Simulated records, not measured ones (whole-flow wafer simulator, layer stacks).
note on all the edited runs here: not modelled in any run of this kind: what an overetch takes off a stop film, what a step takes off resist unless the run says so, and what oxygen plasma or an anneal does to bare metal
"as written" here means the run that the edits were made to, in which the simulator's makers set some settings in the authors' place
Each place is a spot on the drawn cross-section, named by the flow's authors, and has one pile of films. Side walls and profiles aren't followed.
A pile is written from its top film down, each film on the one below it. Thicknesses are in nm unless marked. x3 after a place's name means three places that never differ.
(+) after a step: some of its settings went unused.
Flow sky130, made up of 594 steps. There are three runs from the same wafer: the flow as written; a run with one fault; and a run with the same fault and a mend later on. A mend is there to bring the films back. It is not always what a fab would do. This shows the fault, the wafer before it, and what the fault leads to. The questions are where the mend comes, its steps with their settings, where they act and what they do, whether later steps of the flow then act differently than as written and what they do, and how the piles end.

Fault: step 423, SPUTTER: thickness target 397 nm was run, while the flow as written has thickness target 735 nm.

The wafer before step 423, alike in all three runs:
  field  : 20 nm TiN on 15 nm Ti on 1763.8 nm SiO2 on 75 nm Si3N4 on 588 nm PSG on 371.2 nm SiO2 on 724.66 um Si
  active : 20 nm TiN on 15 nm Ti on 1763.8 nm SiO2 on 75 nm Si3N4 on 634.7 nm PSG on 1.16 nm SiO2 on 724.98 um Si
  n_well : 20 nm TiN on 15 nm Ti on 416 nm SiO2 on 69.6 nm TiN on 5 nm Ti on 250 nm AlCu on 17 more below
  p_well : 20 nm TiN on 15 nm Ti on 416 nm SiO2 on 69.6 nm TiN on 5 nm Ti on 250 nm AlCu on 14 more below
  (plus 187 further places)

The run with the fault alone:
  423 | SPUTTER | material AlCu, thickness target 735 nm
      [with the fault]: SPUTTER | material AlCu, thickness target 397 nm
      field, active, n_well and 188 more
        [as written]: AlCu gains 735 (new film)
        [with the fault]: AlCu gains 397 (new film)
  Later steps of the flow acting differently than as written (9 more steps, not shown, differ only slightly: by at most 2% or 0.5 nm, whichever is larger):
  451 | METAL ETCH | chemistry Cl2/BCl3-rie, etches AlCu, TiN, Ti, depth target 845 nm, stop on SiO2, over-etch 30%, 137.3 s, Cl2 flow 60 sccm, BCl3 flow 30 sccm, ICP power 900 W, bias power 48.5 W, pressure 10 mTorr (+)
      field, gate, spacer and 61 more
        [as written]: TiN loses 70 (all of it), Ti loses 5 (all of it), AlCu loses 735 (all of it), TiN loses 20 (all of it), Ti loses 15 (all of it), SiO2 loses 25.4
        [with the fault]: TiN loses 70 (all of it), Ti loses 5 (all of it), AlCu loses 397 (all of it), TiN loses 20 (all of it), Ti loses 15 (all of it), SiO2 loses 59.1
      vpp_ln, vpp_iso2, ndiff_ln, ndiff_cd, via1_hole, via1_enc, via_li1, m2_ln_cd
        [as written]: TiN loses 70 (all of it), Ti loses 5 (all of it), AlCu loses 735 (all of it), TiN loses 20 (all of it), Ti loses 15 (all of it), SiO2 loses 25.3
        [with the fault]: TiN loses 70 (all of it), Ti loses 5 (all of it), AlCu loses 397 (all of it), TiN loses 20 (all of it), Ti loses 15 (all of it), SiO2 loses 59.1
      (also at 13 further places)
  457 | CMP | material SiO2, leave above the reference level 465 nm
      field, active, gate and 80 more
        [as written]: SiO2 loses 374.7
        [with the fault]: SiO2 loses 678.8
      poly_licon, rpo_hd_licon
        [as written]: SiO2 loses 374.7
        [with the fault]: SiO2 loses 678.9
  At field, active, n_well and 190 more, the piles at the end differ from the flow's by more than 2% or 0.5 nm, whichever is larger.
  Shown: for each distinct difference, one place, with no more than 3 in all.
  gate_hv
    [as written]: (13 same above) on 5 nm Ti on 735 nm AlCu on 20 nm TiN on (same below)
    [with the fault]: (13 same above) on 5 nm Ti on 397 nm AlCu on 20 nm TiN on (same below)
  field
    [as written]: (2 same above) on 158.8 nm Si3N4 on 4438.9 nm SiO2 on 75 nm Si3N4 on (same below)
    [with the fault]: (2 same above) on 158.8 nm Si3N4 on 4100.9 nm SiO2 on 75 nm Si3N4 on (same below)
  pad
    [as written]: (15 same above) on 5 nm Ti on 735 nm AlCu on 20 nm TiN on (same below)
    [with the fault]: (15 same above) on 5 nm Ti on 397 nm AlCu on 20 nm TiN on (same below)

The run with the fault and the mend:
  The mend stands after step 423.
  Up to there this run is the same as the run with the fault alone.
  423a | SPUTTER | material AlCu, thickness target 338 nm (the flow's step 423, run once more with other settings)
      field, active, n_well and 188 more
        AlCu gains 338
  Later steps of the flow that are run all act as written at every place that is followed.
  At every place that both follow, the piles at the end match the flow's.
